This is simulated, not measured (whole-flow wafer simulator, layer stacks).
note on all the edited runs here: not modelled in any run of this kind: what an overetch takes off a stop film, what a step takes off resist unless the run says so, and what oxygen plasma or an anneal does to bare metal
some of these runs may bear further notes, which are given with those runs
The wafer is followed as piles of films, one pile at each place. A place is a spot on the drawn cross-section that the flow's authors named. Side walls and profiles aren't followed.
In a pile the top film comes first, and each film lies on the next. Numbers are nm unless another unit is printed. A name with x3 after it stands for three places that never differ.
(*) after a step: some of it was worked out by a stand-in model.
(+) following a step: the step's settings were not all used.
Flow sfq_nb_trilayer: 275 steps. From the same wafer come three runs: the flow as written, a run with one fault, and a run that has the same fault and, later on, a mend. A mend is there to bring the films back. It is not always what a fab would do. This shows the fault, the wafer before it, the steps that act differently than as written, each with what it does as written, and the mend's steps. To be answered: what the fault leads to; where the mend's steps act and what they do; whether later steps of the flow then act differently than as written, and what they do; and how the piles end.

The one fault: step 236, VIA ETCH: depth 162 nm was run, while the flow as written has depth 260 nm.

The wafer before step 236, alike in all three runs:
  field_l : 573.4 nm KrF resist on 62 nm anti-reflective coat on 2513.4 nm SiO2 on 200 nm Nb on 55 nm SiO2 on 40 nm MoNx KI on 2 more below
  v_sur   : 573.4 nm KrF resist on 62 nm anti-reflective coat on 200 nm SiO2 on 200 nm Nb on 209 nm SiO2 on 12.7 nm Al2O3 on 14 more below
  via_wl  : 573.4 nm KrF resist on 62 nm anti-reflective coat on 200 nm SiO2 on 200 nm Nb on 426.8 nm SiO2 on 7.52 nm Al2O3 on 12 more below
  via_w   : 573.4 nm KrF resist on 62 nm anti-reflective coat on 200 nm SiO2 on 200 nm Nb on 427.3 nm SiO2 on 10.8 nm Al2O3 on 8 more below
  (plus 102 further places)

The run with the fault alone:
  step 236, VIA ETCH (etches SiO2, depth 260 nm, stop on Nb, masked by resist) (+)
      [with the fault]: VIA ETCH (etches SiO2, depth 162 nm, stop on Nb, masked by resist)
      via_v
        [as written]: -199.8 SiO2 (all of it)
        [with the fault]: -162 SiO2
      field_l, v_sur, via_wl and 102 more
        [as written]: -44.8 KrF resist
        [with the fault]: -27.9 KrF resist
  Steps further on in the flow that do not act as written (2 other steps are not shown; they differ only slightly, by no more than 2% or 0.5 nm, whichever is larger):
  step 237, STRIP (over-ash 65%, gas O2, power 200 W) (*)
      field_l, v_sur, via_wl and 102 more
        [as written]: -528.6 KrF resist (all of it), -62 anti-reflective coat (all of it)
        [with the fault]: -545.5 KrF resist (all of it), -62 anti-reflective coat (all of it)
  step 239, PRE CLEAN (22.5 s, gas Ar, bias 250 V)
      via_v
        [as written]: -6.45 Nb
        [with the fault]: -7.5 SiO2
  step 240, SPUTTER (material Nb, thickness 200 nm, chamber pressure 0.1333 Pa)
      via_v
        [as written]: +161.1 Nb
        [with the fault]: +170 Nb (new film)
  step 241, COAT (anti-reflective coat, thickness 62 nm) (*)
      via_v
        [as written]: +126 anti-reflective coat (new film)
        [with the fault]: +116.1 anti-reflective coat (new film)
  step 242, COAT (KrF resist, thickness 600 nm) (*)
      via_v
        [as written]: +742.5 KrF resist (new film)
        [with the fault]: +712.6 KrF resist (new film)
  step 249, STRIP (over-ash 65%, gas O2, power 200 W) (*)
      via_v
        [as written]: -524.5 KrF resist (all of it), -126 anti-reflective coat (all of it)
        [with the fault]: -494.7 KrF resist (all of it), -116.1 anti-reflective coat (all of it)
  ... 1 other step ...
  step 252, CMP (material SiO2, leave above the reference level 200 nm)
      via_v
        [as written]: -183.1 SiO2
        [with the fault]: -157.1 SiO2
  By the end, the piles at via_v depart from the flow's by more than 2% or 0.5 nm, whichever is larger.
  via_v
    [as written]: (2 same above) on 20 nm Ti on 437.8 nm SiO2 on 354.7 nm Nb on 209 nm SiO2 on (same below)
    [with the fault]: (2 same above) on 20 nm Ti on 392.2 nm SiO2 on 170 nm Nb on 30.3 nm SiO2 on 200 nm Nb on 209 nm SiO2 on (same below)

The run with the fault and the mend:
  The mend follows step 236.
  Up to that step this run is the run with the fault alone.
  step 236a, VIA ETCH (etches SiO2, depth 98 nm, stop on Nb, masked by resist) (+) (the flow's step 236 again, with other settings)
      field_l, v_sur, via_wl and 102 more
        -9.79 KrF resist
      via_v
        -37.8 SiO2 (all of it)
  None of the later steps of the flow differs from how it acts as written, at any place that is followed, by more than 2% or 0.5 nm, whichever is larger.
  At every place that both follow, the piles at the end match the flow's.
